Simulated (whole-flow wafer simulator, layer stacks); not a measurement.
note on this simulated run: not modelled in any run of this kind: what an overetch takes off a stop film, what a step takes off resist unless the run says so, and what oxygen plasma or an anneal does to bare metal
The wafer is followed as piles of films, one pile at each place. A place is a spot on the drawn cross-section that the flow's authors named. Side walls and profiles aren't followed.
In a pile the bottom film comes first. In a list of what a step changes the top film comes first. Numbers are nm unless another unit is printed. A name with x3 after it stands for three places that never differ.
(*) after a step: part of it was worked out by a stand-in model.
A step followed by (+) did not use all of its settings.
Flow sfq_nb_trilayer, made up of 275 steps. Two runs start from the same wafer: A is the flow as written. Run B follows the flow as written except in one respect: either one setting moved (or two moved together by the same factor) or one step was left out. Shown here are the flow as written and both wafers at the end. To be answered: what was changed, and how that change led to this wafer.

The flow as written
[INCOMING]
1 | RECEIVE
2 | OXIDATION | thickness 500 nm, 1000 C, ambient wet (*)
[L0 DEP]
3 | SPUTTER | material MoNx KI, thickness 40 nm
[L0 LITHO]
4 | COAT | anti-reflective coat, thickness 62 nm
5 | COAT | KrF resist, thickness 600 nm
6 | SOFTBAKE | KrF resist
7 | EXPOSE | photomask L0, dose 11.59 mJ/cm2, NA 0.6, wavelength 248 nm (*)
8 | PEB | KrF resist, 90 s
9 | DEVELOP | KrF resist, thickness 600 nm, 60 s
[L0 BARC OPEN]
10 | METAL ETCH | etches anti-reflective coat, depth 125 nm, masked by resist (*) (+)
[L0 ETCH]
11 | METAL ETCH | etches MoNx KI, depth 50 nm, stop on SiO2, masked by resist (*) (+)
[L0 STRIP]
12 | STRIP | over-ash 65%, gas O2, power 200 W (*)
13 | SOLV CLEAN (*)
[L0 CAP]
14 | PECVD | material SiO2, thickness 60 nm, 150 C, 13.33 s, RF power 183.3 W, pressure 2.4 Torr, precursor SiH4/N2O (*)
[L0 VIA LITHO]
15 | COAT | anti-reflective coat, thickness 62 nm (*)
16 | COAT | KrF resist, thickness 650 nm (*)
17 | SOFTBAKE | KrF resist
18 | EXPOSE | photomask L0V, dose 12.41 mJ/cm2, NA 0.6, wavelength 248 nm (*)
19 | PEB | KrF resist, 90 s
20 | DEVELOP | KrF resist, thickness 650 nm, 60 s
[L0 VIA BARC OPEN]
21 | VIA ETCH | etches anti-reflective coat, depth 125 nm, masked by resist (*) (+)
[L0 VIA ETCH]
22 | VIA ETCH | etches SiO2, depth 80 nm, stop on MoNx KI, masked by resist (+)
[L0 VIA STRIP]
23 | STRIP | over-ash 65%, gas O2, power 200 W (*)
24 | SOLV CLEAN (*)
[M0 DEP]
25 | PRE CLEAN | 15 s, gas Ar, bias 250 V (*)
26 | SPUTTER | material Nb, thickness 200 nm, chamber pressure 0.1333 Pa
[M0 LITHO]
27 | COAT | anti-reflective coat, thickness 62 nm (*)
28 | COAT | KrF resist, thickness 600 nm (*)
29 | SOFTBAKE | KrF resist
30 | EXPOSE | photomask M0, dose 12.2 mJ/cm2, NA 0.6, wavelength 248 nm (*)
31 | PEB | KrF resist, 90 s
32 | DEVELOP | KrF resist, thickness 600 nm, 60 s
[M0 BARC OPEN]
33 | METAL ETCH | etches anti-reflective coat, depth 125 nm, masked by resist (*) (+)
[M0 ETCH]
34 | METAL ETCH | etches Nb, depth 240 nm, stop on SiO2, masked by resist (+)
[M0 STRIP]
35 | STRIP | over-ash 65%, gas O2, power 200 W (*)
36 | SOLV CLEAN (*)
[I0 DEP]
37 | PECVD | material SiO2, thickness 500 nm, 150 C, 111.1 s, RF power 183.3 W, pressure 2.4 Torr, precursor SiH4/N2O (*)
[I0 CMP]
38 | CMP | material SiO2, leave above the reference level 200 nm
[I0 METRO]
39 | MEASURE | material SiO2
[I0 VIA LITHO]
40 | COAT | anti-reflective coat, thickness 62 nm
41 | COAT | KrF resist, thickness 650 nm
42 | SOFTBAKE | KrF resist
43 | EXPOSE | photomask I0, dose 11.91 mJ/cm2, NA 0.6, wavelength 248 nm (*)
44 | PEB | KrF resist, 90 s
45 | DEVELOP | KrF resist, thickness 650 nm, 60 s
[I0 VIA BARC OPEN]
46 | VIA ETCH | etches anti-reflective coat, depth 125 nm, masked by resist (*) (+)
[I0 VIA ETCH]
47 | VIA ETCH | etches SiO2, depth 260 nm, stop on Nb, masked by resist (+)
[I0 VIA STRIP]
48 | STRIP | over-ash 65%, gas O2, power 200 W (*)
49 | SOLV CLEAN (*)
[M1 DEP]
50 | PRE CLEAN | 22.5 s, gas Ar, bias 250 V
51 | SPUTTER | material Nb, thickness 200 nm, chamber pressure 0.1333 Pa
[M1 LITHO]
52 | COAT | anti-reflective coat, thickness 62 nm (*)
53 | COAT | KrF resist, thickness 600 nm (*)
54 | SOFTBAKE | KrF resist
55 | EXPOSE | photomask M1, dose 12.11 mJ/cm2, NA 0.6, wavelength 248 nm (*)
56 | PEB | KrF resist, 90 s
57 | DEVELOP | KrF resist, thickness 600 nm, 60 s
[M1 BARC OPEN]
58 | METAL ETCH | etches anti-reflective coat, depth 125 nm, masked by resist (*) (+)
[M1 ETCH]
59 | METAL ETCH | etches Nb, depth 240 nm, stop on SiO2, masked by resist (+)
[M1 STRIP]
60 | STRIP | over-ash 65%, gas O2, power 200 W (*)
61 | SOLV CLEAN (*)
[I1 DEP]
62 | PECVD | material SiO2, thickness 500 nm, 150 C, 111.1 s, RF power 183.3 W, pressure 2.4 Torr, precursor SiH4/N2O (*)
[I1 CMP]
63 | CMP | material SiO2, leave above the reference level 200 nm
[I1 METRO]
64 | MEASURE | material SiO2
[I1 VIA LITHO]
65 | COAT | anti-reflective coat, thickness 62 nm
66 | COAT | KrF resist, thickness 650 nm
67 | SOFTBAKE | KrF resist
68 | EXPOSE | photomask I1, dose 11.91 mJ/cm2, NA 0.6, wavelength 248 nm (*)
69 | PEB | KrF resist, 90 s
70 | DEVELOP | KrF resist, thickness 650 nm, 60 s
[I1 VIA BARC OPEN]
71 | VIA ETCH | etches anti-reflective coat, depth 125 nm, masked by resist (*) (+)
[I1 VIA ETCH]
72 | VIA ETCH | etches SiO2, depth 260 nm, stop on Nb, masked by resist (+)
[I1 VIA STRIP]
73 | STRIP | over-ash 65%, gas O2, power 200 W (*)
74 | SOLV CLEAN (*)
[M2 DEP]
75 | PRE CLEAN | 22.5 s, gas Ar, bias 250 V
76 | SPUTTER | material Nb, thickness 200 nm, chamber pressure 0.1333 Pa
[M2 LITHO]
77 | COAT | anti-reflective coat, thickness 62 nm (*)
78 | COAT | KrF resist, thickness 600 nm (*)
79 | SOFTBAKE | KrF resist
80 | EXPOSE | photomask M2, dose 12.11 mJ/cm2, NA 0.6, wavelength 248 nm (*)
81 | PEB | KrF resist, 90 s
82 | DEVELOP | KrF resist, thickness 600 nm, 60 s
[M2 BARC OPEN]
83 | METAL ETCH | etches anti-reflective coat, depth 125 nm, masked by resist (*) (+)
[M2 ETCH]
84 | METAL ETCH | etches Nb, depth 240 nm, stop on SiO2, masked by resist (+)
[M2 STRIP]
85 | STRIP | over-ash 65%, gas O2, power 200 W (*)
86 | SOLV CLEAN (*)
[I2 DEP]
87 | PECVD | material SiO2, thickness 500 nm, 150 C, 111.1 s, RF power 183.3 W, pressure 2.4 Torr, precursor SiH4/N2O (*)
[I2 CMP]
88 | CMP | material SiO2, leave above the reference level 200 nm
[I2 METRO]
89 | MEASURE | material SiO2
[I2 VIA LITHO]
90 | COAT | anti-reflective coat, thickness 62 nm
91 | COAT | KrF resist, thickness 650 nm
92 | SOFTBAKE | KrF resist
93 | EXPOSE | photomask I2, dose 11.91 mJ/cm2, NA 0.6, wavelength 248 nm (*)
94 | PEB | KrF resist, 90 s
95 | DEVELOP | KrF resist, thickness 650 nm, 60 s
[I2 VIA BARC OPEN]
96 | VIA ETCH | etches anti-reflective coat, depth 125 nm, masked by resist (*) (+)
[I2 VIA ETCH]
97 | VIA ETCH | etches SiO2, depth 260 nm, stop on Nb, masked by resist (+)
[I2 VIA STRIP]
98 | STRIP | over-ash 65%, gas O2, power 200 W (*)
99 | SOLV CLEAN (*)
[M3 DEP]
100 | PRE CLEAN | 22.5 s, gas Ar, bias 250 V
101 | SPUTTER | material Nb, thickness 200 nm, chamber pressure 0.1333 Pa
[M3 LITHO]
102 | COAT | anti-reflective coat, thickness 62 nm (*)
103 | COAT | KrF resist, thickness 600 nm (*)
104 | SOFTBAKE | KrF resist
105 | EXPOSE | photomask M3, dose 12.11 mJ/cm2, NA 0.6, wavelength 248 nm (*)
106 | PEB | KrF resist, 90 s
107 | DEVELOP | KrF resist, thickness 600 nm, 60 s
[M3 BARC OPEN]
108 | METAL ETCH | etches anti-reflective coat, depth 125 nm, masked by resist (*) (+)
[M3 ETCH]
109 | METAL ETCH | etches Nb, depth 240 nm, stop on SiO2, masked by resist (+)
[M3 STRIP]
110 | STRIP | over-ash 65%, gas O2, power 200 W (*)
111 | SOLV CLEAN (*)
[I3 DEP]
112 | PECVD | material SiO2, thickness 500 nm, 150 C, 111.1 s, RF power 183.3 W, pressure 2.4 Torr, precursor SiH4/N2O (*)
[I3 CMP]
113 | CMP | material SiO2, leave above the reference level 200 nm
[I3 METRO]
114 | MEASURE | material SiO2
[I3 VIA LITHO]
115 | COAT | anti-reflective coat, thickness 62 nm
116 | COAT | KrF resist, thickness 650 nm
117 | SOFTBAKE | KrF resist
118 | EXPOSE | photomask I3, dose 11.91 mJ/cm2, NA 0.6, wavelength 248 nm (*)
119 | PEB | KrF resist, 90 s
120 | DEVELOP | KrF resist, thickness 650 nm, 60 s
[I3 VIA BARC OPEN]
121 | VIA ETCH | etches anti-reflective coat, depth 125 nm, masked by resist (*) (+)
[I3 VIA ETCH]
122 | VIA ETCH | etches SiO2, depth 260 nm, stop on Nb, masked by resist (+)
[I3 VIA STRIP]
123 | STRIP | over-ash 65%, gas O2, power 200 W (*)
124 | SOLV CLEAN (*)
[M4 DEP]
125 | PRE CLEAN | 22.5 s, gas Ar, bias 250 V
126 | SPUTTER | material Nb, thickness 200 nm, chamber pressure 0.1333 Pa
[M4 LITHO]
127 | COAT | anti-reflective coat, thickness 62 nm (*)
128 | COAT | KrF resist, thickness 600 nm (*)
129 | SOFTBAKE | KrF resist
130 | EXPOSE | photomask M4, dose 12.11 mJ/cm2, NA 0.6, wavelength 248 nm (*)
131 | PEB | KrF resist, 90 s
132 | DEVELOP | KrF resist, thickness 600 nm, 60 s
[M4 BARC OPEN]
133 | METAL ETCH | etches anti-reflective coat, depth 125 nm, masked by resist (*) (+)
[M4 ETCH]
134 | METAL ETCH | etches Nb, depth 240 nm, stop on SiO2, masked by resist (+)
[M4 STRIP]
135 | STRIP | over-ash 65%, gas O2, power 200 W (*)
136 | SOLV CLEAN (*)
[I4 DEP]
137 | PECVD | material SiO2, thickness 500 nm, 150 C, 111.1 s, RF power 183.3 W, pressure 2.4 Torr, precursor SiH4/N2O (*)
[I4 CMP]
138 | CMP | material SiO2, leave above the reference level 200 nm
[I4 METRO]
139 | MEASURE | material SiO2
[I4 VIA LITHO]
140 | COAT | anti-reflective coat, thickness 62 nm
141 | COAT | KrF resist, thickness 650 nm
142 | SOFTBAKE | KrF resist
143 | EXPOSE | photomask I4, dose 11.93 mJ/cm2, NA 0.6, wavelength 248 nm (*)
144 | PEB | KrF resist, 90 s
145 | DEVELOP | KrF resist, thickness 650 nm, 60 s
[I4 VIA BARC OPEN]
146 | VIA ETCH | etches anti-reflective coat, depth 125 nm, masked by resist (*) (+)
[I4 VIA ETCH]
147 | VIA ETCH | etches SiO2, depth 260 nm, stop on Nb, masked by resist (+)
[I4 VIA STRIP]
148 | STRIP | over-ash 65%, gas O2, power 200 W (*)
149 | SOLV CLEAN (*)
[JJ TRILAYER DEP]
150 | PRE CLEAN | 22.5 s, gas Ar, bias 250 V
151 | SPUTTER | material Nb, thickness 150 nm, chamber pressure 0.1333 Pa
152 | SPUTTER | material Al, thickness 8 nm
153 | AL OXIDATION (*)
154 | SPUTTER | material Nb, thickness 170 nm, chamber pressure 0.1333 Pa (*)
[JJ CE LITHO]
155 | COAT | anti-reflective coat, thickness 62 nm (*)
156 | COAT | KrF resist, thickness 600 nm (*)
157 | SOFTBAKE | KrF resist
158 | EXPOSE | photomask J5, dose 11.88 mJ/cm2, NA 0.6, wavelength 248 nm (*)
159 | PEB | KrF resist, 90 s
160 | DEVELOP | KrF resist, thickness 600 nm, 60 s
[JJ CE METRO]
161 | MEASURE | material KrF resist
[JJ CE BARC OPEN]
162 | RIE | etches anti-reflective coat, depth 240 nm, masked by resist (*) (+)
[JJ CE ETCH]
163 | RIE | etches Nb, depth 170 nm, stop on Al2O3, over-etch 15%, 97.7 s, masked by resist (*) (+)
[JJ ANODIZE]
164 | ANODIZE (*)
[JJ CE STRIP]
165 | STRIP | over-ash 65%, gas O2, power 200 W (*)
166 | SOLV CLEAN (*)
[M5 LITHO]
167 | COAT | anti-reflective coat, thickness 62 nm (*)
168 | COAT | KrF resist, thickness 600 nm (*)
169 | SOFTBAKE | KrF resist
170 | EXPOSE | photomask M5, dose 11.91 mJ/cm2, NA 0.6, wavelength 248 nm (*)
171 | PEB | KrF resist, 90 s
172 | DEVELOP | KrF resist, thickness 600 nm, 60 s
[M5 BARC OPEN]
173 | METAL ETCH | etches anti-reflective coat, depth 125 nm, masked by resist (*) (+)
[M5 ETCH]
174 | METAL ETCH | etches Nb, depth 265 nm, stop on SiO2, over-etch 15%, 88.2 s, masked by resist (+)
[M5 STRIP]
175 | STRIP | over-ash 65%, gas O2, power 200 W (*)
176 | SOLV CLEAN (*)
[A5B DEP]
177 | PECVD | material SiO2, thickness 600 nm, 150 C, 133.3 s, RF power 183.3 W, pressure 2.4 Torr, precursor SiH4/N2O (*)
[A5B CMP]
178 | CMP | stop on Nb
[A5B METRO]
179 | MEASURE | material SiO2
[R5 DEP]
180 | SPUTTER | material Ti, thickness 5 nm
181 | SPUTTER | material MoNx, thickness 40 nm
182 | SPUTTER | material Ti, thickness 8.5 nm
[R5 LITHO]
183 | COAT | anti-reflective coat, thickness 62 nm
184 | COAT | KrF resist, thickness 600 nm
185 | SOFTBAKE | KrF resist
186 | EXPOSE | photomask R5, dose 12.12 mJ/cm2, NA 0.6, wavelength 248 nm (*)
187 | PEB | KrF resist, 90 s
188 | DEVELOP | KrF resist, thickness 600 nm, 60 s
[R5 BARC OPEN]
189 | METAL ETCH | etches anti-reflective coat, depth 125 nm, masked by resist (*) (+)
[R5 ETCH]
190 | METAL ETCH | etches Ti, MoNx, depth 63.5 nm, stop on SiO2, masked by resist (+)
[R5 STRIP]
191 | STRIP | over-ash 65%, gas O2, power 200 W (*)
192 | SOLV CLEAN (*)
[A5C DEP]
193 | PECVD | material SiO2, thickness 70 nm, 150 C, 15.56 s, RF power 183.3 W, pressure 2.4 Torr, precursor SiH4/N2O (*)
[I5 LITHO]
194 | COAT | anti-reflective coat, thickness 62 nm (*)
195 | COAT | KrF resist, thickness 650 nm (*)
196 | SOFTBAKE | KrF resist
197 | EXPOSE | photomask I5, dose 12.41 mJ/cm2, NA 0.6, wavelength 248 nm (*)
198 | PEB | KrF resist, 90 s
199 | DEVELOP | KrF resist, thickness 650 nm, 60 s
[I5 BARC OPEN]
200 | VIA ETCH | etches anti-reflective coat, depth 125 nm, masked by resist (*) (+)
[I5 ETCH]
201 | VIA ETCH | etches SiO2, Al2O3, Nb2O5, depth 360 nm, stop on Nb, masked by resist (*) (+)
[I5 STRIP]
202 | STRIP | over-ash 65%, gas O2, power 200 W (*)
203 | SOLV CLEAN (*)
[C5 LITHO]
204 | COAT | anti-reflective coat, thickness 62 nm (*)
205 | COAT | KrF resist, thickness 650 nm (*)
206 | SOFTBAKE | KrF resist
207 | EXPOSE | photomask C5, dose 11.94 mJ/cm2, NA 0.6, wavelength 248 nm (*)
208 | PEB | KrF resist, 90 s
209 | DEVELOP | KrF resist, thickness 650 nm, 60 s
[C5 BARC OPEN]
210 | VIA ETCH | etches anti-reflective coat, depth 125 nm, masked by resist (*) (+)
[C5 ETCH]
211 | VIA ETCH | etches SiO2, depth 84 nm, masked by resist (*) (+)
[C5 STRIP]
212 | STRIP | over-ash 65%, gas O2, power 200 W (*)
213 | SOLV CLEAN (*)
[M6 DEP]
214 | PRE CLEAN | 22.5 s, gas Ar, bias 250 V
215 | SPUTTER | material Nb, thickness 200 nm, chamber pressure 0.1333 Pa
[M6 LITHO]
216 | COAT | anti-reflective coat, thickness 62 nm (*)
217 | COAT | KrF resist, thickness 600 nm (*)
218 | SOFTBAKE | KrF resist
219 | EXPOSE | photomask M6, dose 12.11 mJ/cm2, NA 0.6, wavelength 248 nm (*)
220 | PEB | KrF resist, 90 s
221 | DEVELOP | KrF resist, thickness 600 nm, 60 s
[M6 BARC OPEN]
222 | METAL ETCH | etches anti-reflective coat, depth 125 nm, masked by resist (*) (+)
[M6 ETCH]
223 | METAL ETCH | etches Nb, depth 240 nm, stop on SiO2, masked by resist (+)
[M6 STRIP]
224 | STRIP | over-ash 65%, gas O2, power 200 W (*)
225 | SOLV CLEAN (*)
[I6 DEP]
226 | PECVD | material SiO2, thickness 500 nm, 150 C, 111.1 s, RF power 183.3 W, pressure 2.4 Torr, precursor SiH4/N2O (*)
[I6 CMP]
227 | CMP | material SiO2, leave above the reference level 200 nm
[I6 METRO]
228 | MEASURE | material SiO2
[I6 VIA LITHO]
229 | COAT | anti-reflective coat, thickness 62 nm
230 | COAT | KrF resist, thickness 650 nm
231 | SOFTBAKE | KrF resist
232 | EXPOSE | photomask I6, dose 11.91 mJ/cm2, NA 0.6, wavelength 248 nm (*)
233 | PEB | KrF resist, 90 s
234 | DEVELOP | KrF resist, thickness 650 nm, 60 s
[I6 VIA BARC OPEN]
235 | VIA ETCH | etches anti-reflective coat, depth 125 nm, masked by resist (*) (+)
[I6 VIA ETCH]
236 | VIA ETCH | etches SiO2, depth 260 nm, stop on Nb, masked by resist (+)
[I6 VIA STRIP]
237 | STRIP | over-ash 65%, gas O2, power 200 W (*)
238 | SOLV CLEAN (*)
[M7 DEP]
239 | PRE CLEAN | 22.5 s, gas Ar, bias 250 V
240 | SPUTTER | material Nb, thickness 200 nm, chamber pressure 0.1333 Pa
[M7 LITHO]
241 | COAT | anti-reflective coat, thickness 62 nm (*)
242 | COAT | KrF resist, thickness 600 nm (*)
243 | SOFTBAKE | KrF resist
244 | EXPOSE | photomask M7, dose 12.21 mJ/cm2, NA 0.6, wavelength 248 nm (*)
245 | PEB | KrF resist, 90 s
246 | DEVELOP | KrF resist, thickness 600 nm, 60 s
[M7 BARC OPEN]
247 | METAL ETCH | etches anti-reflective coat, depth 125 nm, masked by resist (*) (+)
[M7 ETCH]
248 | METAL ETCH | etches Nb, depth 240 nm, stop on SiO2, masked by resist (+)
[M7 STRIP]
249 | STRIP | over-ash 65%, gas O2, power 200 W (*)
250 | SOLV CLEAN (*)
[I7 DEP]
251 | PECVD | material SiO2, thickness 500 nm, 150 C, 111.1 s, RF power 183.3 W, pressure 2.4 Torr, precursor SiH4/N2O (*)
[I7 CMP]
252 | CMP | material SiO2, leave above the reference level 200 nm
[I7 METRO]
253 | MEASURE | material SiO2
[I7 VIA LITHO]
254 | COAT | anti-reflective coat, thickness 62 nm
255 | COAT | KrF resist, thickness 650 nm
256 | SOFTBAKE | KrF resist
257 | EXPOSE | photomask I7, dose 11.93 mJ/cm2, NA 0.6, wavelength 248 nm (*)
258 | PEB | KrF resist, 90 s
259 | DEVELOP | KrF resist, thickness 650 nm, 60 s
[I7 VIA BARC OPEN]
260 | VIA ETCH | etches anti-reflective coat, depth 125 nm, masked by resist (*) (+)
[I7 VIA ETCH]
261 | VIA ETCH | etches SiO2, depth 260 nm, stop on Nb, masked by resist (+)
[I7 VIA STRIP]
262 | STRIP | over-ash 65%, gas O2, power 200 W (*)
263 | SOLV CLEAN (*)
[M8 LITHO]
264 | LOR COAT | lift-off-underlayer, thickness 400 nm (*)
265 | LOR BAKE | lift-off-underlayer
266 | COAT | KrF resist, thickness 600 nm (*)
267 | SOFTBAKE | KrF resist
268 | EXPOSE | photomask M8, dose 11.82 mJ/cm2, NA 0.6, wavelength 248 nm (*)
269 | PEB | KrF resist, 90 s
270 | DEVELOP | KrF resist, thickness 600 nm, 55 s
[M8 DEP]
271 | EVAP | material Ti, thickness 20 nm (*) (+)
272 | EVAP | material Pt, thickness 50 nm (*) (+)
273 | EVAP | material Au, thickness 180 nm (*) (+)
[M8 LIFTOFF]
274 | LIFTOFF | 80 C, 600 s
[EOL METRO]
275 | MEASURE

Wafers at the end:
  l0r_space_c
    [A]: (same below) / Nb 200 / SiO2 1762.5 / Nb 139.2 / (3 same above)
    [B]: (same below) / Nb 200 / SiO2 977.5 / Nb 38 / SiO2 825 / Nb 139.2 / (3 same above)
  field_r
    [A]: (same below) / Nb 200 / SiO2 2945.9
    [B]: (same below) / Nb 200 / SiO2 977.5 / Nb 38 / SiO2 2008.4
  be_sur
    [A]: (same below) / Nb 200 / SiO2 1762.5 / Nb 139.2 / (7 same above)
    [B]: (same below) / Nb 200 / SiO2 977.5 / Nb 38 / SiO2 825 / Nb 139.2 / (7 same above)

Cause: step 101, SPUTTER: thickness 278 nm was run, though the flow has thickness 200 nm.

Step by step, how the change led to this:
  101 | SPUTTER | material Nb, thickness 200 nm, chamber pressure 0.1333 Pa
      field_l, v_sur, via_wl and 102 more: A Nb gains 200 (new film) | B Nb gains 278 (new film)
      via_w: A Nb gains 165.5 | B Nb gains 231.1
  102 | COAT | anti-reflective coat, thickness 62 nm (*)
      via_wl, via_wr: A anti-reflective coat gains 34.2 (new film) | B anti-reflective coat gains 32.7 (new film)
  109 | METAL ETCH | etches Nb, depth 240 nm, stop on SiO2, masked by resist (+)
      field_l, be, be_sur and 72 more: A Nb loses 200 (all of it) | B Nb loses 240
  110 | STRIP | over-ash 65%, gas O2, power 200 W (*)
      via_wl, via_wr: A KrF resist loses 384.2 (all of it), anti-reflective coat loses 34.2 (all of it) | B KrF resist loses 384 (all of it), anti-reflective coat loses 32.7 (all of it)
  112 | PECVD | material SiO2, thickness 500 nm, 150 C, 111.1 s, RF power 183.3 W, pressure 2.4 Torr, precursor SiH4/N2O (*)
      field_l, be, be_sur and 64 more: A SiO2 gains 500 | B SiO2 gains 500 (new film)
      p4_g1, p4_g2, p3_s0, p3_s1, p3_s2, p3_s3, p3_s4, p3_s5: A SiO2 gains 557.1 | B SiO2 gains 597.1 (new film)
  113 | CMP | material SiO2, leave above the reference level 200 nm
      field_l, be, be_sur and 64 more: A SiO2 loses 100 | B SiO2 loses 60
      via_w: A SiO2 loses 181.6 | B SiO2 loses 157.1
If metal films that touch count as one body, l0r_space_c has 3 bodies (between them, from the top down: SiO2 825; SiO2 977.5); the flow as written gives 2 bodies (between them, from the top down: SiO2 1762.5).
If metal films that touch count as one body, field_r has 2 bodies (between them, from the top down: SiO2 977.5); the flow as written gives 1 body.
If metal films that touch count as one body, be_sur has 5 bodies (between them, from the top down: SiO2 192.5; SiO2 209 / Al2O3 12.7 / Nb2O5 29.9; SiO2 825; SiO2 977.5); the flow as written gives 4 bodies (between them, from the top down: SiO2 192.5; SiO2 209 / Al2O3 12.7 / Nb2O5 29.9; SiO2 1762.5).
